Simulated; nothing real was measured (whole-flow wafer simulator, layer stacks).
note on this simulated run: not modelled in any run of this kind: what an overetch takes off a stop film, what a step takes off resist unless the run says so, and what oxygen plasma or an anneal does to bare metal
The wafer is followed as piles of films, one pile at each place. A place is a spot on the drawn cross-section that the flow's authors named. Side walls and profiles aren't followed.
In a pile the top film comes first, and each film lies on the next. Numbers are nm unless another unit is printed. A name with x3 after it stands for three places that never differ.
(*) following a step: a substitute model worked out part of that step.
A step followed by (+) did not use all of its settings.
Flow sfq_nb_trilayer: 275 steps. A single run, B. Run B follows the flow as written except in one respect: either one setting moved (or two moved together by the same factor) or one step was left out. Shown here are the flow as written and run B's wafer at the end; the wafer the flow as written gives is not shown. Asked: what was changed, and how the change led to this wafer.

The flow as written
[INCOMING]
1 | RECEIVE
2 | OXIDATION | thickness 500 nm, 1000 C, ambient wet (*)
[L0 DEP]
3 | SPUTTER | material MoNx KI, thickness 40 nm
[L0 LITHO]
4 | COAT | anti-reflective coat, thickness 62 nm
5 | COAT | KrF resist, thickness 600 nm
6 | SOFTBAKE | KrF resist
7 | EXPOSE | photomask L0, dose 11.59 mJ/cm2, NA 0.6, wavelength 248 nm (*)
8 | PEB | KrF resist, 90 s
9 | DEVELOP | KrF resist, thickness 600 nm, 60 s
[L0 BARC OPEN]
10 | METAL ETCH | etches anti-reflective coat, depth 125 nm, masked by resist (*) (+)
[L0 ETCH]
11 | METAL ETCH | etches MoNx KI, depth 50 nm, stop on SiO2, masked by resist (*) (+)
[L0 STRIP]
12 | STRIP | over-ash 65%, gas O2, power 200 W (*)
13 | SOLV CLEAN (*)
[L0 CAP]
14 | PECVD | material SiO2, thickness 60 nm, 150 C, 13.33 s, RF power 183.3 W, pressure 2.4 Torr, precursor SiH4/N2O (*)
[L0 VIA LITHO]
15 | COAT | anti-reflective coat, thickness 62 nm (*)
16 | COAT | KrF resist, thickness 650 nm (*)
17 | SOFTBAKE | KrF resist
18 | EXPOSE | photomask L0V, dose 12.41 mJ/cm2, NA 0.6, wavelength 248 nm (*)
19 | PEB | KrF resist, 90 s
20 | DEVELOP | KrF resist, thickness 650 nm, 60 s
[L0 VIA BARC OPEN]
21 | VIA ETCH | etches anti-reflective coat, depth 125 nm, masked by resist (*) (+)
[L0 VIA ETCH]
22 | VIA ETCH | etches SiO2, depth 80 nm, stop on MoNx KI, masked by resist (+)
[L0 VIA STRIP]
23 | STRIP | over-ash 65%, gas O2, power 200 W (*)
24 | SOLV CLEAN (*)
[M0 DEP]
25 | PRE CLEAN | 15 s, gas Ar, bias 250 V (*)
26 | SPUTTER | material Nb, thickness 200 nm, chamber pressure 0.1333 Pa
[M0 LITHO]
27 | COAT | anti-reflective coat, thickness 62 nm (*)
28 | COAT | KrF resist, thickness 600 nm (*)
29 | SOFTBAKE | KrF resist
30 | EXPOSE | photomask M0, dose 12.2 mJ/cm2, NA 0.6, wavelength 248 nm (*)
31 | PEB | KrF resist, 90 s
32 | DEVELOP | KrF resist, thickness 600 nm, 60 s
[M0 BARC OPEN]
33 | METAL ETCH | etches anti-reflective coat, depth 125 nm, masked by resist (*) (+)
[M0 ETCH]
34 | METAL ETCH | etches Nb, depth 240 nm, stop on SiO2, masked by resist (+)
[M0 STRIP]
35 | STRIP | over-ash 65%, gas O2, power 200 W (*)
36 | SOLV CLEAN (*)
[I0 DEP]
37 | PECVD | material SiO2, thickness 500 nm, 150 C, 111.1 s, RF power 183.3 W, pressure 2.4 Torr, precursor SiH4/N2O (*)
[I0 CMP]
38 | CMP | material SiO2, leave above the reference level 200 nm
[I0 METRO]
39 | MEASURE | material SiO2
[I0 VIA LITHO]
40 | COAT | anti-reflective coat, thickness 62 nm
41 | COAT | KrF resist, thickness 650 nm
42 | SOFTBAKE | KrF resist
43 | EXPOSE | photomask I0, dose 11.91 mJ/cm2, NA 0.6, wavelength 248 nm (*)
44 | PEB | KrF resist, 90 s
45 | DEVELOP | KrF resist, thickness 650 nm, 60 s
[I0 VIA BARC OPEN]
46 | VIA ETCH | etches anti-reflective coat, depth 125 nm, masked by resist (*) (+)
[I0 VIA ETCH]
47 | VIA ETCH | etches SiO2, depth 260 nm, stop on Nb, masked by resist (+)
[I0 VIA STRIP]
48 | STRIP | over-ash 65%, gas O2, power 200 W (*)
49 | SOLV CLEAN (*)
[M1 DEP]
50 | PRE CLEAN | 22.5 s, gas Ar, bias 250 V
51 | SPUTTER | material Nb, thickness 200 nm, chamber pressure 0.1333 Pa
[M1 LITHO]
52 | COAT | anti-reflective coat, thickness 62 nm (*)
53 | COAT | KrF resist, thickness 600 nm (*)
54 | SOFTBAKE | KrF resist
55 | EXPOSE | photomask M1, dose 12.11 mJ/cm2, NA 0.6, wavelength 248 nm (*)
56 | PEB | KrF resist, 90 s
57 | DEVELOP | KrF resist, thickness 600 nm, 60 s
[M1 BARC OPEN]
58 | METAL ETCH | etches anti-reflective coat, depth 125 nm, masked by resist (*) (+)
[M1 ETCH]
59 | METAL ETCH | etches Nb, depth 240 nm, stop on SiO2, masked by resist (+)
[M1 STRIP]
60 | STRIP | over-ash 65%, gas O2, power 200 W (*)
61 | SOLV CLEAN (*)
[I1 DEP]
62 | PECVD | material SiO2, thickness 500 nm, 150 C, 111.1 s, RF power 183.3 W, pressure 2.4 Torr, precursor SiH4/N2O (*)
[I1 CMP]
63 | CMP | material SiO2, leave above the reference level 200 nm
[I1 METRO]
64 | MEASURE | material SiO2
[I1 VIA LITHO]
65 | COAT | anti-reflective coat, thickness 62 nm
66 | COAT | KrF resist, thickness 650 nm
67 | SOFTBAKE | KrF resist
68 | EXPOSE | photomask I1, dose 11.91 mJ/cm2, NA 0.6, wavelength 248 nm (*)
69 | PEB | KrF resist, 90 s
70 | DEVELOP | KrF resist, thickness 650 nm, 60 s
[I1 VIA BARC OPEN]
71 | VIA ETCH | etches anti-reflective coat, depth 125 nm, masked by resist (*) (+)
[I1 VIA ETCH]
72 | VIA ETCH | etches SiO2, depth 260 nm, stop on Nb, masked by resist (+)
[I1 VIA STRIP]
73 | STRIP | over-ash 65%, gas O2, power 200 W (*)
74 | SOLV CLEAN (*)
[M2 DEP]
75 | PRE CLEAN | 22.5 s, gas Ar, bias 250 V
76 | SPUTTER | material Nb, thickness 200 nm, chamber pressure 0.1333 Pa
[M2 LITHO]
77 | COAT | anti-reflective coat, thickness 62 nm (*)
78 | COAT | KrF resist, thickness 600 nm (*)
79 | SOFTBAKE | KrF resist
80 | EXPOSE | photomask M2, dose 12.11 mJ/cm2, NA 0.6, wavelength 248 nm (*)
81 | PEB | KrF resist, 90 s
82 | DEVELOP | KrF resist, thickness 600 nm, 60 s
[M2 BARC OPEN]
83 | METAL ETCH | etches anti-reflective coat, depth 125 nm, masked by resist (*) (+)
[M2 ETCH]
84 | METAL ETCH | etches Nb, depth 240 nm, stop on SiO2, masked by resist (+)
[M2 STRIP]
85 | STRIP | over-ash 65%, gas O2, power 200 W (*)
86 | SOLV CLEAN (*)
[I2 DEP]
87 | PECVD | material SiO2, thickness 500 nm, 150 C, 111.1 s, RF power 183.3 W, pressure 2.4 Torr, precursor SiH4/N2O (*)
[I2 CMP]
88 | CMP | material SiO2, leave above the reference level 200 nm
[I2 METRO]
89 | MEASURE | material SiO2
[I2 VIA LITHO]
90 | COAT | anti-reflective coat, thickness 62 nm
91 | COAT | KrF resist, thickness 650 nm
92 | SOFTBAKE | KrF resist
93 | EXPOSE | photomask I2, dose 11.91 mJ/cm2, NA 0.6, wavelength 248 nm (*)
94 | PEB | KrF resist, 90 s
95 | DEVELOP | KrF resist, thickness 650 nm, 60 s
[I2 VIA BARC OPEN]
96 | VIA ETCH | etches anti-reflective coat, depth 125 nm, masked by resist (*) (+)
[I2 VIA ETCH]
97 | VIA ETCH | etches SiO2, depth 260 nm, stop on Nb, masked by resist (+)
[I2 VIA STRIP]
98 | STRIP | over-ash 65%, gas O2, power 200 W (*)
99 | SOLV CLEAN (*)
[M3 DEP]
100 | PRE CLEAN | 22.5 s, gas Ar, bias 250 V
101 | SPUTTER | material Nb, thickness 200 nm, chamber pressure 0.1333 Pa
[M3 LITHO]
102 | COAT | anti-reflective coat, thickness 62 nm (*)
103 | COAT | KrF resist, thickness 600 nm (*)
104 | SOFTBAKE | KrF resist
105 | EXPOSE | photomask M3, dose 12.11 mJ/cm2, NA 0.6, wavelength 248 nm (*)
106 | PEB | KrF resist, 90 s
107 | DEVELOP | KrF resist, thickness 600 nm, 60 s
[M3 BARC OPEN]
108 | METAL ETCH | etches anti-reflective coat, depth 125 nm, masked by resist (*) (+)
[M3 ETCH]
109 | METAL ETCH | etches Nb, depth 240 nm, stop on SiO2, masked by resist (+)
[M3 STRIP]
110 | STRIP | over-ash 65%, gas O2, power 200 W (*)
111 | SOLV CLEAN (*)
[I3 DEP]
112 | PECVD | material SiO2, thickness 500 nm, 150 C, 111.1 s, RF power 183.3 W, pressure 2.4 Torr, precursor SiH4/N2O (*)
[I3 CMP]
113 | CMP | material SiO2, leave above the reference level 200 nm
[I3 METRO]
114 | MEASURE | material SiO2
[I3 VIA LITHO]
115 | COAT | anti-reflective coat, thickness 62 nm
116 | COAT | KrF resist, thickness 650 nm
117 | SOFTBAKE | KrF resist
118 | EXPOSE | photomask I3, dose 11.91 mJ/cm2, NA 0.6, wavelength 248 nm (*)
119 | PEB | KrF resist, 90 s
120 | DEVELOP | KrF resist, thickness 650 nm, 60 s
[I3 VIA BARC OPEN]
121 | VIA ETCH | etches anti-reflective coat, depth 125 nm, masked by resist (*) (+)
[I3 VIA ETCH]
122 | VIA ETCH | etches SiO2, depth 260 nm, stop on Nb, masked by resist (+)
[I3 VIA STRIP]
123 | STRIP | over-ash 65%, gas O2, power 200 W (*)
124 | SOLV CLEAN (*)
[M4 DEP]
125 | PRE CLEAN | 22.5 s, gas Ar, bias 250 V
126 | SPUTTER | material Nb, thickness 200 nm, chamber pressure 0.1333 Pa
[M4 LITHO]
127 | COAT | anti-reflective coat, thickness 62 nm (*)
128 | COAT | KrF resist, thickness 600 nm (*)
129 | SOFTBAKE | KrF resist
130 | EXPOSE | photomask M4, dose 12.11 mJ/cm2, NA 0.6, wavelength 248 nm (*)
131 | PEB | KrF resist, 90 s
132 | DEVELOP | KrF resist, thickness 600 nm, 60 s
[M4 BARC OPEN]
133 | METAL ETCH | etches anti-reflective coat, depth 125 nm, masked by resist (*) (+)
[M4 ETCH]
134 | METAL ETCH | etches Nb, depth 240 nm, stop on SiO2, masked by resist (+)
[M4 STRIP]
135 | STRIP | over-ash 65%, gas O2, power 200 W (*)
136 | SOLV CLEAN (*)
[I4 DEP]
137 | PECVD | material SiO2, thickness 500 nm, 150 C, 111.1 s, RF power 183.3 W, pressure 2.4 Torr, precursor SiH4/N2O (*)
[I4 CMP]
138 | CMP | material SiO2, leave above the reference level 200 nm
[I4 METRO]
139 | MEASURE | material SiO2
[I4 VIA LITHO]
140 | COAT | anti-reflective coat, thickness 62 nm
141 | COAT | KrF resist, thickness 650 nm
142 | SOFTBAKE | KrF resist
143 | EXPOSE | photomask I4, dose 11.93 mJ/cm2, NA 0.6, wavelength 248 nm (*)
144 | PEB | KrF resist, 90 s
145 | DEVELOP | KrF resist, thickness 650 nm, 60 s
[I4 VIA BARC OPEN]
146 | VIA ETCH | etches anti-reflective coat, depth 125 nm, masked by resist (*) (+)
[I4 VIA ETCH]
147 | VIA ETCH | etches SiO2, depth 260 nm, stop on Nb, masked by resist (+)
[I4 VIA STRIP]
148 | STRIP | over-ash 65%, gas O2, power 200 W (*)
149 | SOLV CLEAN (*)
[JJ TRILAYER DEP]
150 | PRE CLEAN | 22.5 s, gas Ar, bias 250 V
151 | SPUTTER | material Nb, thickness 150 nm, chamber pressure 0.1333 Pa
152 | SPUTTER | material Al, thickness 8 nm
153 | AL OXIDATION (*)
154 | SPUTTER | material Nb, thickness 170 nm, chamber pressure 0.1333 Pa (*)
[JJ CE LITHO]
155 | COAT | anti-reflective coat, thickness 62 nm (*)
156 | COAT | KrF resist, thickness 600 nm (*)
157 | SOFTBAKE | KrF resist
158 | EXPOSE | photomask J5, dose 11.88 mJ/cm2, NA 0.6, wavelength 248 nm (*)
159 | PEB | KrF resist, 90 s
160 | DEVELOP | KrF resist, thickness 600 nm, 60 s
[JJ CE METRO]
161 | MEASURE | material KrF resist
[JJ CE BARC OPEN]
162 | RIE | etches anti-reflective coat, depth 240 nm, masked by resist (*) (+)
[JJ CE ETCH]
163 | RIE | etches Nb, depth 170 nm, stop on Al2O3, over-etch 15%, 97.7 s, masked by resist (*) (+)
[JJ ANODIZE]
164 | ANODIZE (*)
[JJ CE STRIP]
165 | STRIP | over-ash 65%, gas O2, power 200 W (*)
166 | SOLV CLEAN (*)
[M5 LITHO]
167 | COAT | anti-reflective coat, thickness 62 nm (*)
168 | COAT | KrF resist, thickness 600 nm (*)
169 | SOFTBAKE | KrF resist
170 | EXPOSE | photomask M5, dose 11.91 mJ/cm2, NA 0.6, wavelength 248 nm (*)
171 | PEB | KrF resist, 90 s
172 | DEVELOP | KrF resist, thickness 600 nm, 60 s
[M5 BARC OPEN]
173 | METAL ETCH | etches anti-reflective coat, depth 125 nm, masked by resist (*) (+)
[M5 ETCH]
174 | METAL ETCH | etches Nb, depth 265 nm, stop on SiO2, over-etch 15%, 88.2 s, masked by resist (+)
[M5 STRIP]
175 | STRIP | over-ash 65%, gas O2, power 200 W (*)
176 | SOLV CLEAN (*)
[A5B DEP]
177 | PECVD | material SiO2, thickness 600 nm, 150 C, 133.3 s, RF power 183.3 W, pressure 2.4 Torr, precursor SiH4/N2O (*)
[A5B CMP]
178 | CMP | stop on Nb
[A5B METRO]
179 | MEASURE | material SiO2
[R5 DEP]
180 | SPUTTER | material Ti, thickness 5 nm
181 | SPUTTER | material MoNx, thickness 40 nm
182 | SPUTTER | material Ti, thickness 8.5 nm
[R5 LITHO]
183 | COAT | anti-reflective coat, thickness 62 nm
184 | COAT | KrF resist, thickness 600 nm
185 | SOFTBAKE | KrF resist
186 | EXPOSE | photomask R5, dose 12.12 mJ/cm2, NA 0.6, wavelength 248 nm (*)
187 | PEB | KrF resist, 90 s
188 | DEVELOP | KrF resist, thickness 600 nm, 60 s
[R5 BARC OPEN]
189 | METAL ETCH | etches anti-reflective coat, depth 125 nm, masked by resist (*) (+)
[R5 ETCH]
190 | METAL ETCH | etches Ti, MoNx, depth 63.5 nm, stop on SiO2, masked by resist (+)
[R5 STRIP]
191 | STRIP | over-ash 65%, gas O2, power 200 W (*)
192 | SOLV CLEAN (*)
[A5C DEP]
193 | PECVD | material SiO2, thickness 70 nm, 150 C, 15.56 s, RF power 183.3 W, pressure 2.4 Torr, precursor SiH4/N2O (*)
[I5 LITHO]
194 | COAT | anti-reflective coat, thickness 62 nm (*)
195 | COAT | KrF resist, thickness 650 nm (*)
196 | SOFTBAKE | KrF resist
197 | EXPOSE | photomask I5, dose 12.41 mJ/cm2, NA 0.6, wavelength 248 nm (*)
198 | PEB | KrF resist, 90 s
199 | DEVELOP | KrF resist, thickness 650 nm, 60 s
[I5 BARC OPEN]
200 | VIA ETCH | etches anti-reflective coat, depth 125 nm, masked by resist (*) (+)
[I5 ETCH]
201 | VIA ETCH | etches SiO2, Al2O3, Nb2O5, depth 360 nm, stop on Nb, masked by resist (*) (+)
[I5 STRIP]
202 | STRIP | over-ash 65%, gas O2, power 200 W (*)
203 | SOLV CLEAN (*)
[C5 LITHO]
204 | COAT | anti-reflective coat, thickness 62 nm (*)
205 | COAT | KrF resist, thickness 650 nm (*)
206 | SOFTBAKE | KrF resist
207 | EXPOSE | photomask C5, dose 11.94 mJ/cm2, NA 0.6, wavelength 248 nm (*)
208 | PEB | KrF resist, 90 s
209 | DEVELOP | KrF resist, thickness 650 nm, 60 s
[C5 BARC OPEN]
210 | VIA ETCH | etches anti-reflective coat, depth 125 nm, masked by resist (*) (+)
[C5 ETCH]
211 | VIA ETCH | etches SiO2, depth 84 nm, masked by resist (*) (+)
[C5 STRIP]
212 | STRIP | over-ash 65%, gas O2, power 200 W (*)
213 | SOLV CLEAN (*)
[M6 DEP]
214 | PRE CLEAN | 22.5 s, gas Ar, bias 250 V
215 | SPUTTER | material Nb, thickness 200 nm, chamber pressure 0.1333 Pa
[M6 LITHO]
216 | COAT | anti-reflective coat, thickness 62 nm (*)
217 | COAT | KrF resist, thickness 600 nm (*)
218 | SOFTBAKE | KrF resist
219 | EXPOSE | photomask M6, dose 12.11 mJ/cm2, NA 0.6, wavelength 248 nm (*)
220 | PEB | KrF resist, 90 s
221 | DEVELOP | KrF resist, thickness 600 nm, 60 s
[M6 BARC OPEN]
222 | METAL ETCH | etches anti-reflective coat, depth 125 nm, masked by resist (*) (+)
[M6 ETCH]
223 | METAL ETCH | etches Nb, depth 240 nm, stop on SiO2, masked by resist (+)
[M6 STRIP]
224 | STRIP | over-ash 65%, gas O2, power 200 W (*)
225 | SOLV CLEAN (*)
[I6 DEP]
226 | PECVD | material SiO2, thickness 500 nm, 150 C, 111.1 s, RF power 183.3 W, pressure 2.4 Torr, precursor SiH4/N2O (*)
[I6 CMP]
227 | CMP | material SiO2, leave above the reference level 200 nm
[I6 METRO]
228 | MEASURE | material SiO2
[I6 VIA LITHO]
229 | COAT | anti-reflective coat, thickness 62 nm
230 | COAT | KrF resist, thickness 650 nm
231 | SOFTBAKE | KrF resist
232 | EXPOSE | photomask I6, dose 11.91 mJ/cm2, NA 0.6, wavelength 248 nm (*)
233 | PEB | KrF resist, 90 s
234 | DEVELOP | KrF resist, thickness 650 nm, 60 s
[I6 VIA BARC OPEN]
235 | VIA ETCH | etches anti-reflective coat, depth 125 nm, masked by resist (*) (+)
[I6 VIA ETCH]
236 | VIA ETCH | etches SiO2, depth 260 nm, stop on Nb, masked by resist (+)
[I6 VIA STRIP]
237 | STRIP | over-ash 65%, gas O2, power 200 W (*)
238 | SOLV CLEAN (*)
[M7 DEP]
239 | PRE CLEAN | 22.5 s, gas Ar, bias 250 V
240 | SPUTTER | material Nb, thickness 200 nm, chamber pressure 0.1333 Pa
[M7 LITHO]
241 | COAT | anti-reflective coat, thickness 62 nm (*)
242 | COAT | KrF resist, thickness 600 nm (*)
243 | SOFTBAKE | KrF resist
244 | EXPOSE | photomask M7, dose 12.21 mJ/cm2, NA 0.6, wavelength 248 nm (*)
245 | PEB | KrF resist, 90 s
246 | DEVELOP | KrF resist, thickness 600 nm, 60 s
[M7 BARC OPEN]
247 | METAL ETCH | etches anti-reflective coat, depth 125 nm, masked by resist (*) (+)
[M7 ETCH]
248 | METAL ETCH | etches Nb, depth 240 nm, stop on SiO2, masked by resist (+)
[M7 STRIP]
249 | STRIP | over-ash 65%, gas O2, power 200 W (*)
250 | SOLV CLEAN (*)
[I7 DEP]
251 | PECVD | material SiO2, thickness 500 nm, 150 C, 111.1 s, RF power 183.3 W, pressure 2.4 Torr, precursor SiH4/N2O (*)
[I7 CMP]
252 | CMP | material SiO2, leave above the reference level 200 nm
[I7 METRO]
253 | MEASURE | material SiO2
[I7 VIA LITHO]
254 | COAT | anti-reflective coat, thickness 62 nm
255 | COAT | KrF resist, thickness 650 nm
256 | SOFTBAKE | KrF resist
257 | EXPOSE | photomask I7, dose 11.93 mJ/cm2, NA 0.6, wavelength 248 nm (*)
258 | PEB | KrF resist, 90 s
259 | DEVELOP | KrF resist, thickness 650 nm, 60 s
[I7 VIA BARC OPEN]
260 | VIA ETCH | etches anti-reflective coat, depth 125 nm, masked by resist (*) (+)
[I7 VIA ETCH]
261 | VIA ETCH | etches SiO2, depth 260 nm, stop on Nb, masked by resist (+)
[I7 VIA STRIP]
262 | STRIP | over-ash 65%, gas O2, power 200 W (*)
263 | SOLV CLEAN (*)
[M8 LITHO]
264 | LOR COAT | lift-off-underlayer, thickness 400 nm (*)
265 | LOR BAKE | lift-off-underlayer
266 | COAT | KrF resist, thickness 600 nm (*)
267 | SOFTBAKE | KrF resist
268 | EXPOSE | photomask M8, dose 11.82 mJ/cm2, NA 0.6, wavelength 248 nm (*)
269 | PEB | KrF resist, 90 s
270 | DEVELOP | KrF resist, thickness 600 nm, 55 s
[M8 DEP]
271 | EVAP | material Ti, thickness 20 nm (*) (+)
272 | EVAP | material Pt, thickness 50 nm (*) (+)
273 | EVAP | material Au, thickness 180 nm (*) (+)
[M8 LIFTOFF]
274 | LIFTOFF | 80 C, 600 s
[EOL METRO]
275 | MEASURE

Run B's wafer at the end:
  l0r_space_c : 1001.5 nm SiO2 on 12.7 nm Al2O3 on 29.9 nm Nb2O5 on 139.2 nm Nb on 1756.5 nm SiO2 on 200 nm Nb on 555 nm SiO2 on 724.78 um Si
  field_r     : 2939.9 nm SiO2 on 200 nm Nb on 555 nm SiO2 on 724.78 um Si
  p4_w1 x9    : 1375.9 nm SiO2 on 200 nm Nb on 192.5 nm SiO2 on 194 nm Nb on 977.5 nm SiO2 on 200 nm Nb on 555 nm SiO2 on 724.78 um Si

The reason: step 101, SPUTTER: thickness 194 nm was run, though the flow has thickness 200 nm.
The wafer itself shows it: p4_w1 x9 has Nb 194, and step 101 as written asks for 200 nm.

Step by step, how the change led to this:
  101 | SPUTTER | material Nb, thickness 200 nm, chamber pressure 0.1333 Pa
      field_l, v_sur, via_wl and 102 more: +194 Nb (new film) (as written it would have been: +200 Nb (new film))
      via_w: +160.5 Nb (as written it would have been: +165.5 Nb)
  102 | COAT | anti-reflective coat, thickness 62 nm (*)
      via_wl: +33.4 anti-reflective coat (new film) (as written it would have been: +34.2 anti-reflective coat (new film))
  109 | METAL ETCH | etches Nb, depth 240 nm, stop on SiO2, masked by resist (+)
      field_l, be, be_sur and 72 more: -194 Nb (all of it) (as written it would have been: -200 Nb (all of it))
  110 | STRIP | over-ash 65%, gas O2, power 200 W (*)
      via_wl: -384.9 KrF resist (all of it), -33.4 anti-reflective coat (all of it) (as written it would have been: -384.2 KrF resist (all of it), -34.2 anti-reflective coat (all of it))
  113 | CMP | material SiO2, leave above the reference level 200 nm
      field_l, be, be_sur and 64 more: -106 SiO2 (as written it would have been: -100 SiO2)
